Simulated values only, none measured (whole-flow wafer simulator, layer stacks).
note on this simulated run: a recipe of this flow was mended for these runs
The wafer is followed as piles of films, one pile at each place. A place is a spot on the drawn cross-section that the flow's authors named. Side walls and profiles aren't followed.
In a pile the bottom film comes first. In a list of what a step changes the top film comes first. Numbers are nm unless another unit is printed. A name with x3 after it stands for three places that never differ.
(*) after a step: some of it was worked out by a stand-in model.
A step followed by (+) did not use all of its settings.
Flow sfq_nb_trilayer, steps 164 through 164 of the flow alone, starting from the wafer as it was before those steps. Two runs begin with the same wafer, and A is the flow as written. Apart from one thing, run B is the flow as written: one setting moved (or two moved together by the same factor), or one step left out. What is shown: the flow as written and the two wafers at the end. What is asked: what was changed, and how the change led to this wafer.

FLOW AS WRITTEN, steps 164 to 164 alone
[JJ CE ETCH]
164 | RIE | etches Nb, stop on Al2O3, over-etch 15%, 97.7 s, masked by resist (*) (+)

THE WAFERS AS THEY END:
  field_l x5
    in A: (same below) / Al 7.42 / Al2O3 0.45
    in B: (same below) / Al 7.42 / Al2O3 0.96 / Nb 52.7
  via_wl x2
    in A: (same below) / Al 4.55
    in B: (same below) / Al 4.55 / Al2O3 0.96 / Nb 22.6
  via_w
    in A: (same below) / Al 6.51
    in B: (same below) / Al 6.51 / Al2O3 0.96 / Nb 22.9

What caused this: step 164, RIE: 58.6 s was run, while the flow as written has 97.7 s.

How this came from the change, step by step:
  164 | RIE | etches Nb, stop on Al2O3, over-etch 15%, 97.7 s, masked by resist (*) (+)
      field_l x5, v_sur x17, via_v and 76 more: A Nb loses 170 (all of it), Al2O3 loses 0.51 | B Nb loses 117.3
      via_wl x2: A Nb loses 139.9 (all of it), Al2O3 loses 0.96 (all of it) | B Nb loses 117.3
      (and at 5 other places as well)
With metal films that touch counted as one body, field_l x5 has 4 bodies (between them, from the top down: Al2O3 0.96; SiO2 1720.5; SiO2 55); the flow as written gives 3 bodies (between them, from the top down: SiO2 1720.5; SiO2 55).
With metal films that touch counted as one body, via_wl x2 has 6 bodies (between them, from the top down: Al2O3 0.96; SiO2 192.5; SiO2 192.5; SiO2 192.5; SiO2 192.5); the flow as written gives 5 bodies (between them, from the top down: SiO2 192.5; SiO2 192.5; SiO2 192.5; SiO2 192.5).
With metal films that touch counted as one body, via_w has 4 bodies (between them, from the top down: Al2O3 0.96; SiO2 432; SiO2 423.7); the flow as written gives 3 bodies (between them, from the top down: SiO2 432; SiO2 423.7).
